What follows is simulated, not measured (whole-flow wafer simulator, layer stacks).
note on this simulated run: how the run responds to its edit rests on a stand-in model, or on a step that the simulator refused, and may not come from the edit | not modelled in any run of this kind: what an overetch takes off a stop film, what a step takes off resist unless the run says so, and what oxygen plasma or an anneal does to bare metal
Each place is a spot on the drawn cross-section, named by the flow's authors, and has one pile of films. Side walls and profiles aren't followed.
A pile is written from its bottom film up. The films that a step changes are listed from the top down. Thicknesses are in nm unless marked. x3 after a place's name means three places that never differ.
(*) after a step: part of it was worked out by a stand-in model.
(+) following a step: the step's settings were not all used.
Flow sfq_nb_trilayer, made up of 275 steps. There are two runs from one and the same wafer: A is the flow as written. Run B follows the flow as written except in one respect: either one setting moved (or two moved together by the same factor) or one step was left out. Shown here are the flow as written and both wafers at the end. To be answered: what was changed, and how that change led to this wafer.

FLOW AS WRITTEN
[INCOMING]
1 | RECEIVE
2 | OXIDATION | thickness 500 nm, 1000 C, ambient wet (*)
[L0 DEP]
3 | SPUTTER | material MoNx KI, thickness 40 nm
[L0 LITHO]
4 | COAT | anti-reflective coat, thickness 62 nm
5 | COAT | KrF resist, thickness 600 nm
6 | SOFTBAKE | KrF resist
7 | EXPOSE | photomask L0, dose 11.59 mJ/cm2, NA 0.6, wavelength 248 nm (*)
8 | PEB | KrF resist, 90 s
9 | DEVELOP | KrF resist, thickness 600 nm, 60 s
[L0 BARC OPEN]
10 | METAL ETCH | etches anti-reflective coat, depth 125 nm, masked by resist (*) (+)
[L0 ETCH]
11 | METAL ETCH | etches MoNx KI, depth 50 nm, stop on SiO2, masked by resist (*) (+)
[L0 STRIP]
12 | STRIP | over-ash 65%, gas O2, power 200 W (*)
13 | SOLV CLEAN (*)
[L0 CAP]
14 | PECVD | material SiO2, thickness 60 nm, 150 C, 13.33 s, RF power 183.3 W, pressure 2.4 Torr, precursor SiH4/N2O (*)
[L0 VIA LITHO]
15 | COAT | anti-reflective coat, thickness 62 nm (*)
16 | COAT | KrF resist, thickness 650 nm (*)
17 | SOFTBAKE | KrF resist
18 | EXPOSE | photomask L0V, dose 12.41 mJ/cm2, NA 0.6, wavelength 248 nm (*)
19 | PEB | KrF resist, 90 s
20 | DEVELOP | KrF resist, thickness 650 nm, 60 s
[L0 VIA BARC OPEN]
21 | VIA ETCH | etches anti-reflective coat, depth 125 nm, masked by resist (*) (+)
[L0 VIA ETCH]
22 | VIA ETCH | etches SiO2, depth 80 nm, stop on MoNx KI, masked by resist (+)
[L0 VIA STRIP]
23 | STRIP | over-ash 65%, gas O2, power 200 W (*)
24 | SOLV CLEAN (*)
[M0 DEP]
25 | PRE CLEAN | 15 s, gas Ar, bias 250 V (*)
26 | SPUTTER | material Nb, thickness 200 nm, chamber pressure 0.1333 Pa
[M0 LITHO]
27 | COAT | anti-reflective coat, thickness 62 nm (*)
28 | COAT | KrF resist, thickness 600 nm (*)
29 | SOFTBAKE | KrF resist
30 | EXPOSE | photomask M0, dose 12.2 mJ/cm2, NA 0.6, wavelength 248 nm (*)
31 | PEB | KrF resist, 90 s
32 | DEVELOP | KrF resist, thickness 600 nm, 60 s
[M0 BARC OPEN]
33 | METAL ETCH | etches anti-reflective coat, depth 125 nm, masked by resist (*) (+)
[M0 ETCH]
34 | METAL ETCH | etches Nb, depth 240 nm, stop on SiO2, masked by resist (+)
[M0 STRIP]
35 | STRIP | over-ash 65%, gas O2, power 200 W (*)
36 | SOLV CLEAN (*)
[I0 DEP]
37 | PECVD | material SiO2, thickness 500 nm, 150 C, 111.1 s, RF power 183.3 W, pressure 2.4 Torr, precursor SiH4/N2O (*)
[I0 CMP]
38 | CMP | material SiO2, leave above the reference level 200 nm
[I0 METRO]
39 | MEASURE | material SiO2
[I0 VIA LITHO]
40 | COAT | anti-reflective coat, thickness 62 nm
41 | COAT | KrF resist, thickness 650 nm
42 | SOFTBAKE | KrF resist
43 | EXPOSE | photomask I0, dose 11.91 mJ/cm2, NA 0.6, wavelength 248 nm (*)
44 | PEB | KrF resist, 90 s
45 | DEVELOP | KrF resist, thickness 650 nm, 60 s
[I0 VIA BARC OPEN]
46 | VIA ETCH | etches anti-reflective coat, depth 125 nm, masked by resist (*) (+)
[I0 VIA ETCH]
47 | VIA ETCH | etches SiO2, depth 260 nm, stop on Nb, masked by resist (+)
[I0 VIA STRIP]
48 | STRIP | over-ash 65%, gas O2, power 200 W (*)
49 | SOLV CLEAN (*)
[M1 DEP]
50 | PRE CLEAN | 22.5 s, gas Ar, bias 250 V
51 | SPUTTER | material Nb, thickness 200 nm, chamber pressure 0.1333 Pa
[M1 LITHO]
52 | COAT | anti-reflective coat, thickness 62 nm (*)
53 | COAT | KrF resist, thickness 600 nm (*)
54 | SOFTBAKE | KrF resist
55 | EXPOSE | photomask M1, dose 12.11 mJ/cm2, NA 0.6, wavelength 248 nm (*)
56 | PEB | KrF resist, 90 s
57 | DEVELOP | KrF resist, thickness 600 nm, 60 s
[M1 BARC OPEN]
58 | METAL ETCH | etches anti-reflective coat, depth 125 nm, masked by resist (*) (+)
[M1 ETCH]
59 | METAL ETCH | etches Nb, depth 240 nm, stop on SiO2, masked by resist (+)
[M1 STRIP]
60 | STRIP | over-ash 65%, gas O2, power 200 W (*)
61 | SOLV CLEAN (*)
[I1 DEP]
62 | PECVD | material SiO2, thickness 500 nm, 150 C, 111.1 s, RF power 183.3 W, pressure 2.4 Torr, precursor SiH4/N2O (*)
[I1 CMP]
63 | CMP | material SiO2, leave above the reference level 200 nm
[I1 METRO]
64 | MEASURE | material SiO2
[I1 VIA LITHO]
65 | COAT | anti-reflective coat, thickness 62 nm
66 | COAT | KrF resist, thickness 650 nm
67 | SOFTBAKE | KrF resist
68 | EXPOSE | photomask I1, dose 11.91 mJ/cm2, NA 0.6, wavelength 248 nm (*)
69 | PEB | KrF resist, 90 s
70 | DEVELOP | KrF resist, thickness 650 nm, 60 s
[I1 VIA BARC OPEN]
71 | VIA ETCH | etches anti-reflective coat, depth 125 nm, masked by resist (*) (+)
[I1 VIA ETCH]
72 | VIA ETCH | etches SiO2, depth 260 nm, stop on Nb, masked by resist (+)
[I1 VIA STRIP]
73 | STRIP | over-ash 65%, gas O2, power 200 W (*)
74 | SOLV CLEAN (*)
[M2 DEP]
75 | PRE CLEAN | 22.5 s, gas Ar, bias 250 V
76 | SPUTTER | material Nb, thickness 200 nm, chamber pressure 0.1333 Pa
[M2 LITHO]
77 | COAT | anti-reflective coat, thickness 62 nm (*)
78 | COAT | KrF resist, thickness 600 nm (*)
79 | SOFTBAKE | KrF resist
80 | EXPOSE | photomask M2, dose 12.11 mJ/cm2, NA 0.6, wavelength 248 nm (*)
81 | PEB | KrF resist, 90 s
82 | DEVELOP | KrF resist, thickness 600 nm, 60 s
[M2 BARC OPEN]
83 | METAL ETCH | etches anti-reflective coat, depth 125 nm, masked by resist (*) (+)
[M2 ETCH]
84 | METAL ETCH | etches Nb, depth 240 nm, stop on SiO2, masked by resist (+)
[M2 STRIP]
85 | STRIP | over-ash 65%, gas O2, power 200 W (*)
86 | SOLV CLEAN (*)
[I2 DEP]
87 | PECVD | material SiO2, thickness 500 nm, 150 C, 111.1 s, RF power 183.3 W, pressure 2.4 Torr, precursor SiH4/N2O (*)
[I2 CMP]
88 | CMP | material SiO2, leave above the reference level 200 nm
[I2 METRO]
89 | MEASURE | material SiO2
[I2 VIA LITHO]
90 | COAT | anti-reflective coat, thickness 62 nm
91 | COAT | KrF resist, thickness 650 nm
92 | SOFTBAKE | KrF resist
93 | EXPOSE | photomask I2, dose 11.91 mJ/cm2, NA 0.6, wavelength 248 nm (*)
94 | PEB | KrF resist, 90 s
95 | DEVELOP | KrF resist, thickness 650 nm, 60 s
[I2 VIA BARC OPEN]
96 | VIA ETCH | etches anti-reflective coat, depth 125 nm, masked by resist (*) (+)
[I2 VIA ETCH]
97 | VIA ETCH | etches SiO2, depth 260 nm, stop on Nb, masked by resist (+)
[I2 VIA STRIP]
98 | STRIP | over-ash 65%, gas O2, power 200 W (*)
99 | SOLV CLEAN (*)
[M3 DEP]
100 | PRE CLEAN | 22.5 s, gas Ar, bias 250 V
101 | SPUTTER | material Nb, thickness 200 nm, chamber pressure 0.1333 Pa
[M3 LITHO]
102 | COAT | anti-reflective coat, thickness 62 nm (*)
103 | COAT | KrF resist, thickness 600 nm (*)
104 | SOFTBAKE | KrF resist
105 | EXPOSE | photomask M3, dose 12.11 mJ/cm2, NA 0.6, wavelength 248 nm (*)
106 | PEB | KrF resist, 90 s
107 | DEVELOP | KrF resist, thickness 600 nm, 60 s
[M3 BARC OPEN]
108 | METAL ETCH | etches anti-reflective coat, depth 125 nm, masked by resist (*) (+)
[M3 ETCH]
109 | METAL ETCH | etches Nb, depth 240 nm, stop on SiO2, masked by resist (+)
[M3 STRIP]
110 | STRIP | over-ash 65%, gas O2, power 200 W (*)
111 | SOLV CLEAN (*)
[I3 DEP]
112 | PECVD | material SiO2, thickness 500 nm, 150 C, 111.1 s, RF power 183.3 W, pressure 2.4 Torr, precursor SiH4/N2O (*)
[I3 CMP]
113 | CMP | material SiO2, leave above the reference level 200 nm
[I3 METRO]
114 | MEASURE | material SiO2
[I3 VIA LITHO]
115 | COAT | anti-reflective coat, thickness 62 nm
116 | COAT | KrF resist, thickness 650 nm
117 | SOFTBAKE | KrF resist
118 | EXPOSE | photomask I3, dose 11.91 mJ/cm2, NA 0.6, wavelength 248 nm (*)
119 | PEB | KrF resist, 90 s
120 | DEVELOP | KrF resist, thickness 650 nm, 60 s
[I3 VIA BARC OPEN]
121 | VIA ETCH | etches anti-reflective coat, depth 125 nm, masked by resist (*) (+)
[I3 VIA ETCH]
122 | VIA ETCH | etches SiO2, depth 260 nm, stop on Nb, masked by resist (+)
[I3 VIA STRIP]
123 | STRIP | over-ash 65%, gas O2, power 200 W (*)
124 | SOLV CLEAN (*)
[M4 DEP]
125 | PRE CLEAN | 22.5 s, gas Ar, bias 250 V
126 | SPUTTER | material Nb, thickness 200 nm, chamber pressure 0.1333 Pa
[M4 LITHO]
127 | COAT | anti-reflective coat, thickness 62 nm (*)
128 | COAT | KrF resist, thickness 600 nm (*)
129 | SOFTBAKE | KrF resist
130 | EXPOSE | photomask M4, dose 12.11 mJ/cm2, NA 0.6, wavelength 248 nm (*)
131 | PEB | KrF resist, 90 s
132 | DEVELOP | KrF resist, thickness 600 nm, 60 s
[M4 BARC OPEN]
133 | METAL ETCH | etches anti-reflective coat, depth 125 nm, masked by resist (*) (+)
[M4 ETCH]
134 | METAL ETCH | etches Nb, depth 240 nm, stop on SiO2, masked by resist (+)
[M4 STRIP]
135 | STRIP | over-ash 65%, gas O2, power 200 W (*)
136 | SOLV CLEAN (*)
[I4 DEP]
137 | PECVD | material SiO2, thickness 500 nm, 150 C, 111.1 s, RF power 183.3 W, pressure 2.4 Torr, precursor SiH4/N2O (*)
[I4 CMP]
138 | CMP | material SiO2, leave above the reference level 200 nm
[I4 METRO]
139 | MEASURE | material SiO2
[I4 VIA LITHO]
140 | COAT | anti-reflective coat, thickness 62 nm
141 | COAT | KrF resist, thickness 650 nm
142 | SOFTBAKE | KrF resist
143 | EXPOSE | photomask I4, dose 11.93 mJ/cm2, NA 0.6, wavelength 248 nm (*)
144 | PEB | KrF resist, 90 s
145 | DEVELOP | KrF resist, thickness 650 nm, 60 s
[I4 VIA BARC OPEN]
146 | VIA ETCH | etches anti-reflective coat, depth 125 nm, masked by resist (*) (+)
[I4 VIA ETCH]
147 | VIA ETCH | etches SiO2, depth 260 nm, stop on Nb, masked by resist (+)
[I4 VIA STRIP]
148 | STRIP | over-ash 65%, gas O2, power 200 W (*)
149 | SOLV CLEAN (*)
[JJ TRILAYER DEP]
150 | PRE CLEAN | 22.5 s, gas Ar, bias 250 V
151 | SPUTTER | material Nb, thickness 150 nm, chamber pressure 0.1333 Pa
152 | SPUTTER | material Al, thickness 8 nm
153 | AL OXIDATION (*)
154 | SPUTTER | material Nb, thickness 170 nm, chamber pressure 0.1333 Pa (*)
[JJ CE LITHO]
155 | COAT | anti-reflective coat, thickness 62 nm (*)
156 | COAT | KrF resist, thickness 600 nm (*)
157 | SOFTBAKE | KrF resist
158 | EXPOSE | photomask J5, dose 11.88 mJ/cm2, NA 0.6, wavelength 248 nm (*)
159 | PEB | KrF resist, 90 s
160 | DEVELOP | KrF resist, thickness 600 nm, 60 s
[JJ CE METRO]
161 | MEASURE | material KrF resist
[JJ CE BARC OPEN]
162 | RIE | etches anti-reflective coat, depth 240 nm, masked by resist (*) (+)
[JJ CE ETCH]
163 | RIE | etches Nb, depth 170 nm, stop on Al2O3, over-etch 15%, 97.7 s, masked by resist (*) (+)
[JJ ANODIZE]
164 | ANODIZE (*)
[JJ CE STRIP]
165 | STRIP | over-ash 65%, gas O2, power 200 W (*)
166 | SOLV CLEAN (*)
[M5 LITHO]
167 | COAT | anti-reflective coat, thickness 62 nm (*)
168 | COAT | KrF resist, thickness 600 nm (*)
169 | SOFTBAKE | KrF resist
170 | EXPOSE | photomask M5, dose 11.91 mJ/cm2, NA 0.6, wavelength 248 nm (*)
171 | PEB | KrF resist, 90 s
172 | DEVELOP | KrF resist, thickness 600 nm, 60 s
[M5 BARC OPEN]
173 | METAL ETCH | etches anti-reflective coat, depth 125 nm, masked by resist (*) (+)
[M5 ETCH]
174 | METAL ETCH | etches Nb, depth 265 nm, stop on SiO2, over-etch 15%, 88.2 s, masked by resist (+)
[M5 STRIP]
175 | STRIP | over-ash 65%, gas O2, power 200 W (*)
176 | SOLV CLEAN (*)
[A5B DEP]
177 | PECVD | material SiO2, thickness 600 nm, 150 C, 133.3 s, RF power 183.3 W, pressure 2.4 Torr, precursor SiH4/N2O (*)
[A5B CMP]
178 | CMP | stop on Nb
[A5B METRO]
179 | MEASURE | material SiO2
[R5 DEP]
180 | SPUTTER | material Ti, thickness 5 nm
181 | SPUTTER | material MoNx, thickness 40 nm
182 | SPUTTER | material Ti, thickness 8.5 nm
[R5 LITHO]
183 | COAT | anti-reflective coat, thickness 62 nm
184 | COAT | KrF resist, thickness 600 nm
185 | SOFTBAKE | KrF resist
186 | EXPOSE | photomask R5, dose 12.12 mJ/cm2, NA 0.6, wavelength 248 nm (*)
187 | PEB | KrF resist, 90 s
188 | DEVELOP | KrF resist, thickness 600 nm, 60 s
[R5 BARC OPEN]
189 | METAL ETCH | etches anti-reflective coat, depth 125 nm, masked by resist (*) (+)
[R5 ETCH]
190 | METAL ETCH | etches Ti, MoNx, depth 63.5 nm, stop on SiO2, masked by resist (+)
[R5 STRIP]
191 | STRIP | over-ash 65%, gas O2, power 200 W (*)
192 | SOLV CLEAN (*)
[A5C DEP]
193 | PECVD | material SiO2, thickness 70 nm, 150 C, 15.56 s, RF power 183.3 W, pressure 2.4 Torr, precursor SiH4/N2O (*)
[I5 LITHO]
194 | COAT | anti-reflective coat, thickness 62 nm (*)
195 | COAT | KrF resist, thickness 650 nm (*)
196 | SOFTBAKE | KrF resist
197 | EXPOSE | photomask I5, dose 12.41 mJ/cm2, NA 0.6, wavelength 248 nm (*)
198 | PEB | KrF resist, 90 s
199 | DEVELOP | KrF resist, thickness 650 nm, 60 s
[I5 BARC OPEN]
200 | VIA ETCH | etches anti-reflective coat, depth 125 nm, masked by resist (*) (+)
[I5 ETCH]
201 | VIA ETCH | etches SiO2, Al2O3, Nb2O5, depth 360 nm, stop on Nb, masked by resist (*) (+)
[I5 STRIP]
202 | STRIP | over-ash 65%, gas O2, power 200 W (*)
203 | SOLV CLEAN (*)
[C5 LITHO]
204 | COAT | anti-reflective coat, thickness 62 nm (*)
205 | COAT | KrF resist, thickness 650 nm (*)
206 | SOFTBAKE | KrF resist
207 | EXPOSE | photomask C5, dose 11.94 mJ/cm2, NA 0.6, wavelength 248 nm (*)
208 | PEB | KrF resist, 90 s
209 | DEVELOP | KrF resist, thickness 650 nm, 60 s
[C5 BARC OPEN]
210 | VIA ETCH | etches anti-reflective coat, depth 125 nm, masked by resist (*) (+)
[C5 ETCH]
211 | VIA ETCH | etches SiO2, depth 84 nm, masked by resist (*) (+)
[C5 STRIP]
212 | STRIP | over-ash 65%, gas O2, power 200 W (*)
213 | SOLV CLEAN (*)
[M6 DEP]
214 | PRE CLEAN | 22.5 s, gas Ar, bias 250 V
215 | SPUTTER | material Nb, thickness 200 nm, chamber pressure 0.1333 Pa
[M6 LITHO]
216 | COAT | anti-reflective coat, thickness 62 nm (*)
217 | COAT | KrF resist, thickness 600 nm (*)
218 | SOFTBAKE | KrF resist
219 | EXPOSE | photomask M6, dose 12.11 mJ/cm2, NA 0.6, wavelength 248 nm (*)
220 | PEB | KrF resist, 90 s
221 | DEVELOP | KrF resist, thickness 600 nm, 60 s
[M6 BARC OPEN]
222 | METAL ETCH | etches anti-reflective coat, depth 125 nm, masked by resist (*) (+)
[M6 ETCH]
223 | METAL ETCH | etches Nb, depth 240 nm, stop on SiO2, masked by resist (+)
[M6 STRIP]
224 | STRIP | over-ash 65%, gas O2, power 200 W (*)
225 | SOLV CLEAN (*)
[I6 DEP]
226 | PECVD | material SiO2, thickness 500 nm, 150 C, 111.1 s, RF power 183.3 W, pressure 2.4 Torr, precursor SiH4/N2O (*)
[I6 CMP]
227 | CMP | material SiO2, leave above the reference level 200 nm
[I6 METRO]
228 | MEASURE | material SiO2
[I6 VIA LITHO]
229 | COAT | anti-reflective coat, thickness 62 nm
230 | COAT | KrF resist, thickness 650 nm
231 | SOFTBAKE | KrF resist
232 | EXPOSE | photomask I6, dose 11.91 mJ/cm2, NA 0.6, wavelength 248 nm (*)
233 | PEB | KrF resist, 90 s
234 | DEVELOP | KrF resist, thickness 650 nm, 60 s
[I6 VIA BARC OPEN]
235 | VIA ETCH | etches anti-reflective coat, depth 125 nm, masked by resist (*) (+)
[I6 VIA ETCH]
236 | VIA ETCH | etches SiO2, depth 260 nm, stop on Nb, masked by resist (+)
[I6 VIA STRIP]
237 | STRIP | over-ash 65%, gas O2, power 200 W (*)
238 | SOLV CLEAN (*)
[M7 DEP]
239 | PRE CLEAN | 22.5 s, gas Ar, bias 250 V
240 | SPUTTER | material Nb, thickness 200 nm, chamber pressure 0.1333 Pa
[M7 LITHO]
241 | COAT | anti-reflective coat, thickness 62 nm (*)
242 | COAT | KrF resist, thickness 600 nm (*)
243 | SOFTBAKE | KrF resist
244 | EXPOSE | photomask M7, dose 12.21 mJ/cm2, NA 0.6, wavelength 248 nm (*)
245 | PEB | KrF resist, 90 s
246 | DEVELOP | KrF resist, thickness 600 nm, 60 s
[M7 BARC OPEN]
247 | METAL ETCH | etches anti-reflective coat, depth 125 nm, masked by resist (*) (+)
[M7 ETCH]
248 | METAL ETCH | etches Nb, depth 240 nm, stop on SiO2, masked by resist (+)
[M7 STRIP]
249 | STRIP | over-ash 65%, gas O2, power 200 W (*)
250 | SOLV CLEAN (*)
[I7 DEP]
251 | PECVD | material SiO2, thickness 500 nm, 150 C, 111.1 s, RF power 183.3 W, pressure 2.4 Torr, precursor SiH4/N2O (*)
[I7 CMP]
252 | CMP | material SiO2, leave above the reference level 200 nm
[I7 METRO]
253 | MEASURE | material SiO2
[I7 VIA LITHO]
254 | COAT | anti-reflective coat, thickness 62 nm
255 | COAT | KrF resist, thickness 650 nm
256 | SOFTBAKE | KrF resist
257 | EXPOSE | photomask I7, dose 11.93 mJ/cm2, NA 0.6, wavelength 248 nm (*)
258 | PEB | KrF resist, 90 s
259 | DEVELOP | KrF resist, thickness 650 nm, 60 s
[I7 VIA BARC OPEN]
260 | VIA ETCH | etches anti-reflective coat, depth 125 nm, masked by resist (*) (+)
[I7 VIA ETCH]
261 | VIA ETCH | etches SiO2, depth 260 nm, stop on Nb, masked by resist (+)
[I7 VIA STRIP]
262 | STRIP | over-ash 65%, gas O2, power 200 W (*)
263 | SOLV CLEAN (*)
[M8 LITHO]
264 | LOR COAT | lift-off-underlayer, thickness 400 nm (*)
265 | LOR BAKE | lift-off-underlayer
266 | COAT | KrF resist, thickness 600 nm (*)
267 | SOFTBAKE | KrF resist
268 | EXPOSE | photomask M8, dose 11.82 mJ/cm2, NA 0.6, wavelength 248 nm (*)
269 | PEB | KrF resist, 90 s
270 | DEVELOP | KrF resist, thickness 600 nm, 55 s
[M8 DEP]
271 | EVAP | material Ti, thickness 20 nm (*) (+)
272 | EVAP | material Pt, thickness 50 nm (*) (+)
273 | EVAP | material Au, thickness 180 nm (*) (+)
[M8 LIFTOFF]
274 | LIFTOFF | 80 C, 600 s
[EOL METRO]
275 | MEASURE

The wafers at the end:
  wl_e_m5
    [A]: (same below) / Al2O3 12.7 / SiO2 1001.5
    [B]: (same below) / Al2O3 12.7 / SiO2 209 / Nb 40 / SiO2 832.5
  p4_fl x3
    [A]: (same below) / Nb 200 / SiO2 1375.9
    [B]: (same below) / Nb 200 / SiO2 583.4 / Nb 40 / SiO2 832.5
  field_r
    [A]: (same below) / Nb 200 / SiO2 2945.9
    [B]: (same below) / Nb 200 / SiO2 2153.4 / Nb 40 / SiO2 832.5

The reason: step 215, SPUTTER: thickness 280 nm was run, though the flow has thickness 200 nm.

Step by step, how the change led to this:
  215 | SPUTTER | material Nb, thickness 200 nm, chamber pressure 0.1333 Pa
      field_l, v_sur, via_wl and 100 more: A Nb gains 200 (new film) | B Nb gains 280 (new film)
      be: A Nb gains 147.3 | B Nb gains 205.1
      (as well as at 2 more places)
  216 | COAT | anti-reflective coat, thickness 62 nm (*)
      be: A anti-reflective coat gains 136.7 (new film) | B anti-reflective coat gains 144.4 (new film)
  223 | METAL ETCH | etches Nb, depth 240 nm, stop on SiO2, masked by resist (+)
      field_l, gap, moat and 76 more: A Nb loses 200 (all of it) | B Nb loses 240
  224 | STRIP | over-ash 65%, gas O2, power 200 W (*)
      be: A KrF resist loses 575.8 (all of it), anti-reflective coat loses 136.7 (all of it) | B KrF resist loses 588.2 (all of it), anti-reflective coat loses 144.4 (all of it)
  226 | PECVD | material SiO2, thickness 500 nm, 150 C, 111.1 s, RF power 183.3 W, pressure 2.4 Torr, precursor SiH4/N2O (*)
      field_l, p4_fl x3, p4_w1 x9 and 52 more: A SiO2 gains 500 | B SiO2 gains 500 (new film)
      moat, field_r, lsp_l, ln_m5, lsp_m: A SiO2 gains 493.6 | B SiO2 gains 492.3 (new film)
      (as well as at 10 more places)
  227 | CMP | material SiO2, leave above the reference level 200 nm
      field_l, p4_fl x3, p4_w1 x9 and 49 more: A SiO2 loses 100 | B SiO2 loses 60
      moat, field_r, lsp_l, ln_m5, lsp_m: A SiO2 loses 93.6 | B SiO2 loses 52.3
      (as well as at 9 more places)
With metal films that touch counted as one body, wl_e_m5 has 7 bodies (between them, from the top down: SiO2 209 / Al2O3 12.7 / Nb2O5 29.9; SiO2 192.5; SiO2 192.5; SiO2 192.5; SiO2 192.5; SiO2 192.5); the flow as written gives 6 bodies (between them, from the top down: SiO2 192.5; SiO2 192.5; SiO2 192.5; SiO2 192.5; SiO2 192.5).
With metal films that touch counted as one body, p4_fl x3 has 3 bodies (between them, from the top down: SiO2 583.4; SiO2 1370); the flow as written gives 2 bodies (between them, from the top down: SiO2 1370).
With metal films that touch counted as one body, field_r has 2 bodies (between them, from the top down: SiO2 2153.4); the flow as written gives 1 body.
